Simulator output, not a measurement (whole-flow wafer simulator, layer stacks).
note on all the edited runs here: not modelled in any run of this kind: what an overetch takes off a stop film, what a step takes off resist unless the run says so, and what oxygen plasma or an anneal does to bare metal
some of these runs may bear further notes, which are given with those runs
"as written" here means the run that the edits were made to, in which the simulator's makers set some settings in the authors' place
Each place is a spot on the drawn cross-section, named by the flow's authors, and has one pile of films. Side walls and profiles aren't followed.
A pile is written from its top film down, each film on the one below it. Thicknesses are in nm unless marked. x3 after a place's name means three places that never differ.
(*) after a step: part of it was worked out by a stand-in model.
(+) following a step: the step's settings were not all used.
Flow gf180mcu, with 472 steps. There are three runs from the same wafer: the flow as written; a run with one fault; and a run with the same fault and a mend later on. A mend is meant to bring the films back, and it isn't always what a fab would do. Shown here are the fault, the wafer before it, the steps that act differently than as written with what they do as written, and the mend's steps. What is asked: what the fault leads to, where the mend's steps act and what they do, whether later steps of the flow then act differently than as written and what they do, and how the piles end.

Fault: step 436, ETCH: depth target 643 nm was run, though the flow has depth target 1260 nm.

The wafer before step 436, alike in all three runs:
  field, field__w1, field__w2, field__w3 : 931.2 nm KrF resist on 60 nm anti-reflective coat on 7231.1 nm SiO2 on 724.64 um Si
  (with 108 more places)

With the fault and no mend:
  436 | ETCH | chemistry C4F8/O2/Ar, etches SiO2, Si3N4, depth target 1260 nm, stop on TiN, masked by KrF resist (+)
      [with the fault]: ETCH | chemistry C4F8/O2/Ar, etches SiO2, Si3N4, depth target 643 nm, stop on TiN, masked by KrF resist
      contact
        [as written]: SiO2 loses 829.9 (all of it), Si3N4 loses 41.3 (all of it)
        [with the fault]: SiO2 loses 643
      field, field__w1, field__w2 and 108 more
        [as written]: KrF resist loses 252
        [with the fault]: KrF resist loses 128.6
  Steps later in the flow that act otherwise than as written (not shown: 1 more step that differs only slightly, by at most 2% or 0.5 nm, whichever is larger):
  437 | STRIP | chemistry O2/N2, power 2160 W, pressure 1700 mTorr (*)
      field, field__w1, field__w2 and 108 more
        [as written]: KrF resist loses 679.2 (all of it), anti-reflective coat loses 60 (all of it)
        [with the fault]: KrF resist loses 802.6 (all of it), anti-reflective coat loses 60 (all of it)
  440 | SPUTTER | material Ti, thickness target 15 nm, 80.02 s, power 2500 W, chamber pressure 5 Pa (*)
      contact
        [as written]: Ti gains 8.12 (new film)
        [with the fault]: Ti gains 9.27 (new film)
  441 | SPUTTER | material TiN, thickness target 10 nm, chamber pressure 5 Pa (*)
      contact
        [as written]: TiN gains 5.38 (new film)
        [with the fault]: TiN gains 6.15 (new film)
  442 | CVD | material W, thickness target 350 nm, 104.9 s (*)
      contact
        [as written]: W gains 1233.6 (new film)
        [with the fault]: W gains 1003 (new film)
  The piles end different from the flow's at contact by more than 2% or 0.5 nm, whichever is larger.
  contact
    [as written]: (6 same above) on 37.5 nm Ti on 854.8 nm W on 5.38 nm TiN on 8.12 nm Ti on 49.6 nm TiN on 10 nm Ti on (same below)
    [with the fault]: (6 same above) on 37.5 nm Ti on 624.3 nm W on 6.15 nm TiN on 9.27 nm Ti on 186.9 nm SiO2 on 41.3 nm Si3N4 on 50 nm TiN on 10 nm Ti on (same below)

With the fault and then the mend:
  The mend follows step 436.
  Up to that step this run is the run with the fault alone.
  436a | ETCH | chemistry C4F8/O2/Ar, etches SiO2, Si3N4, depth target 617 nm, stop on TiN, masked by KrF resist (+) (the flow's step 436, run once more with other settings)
      field, field__w1, field__w2 and 108 more
        KrF resist loses 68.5
      contact
        SiO2 loses 186.9 (all of it), Si3N4 loses 41.3 (all of it)
  Steps later in the flow that act otherwise than as written:
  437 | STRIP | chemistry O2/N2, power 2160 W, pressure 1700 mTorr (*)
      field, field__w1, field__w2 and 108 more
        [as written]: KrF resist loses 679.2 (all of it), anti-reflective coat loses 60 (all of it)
        [with the mend]: KrF resist loses 734.1 (all of it), anti-reflective coat loses 60 (all of it)
  At every place that both follow, the piles at the end match the flow's.
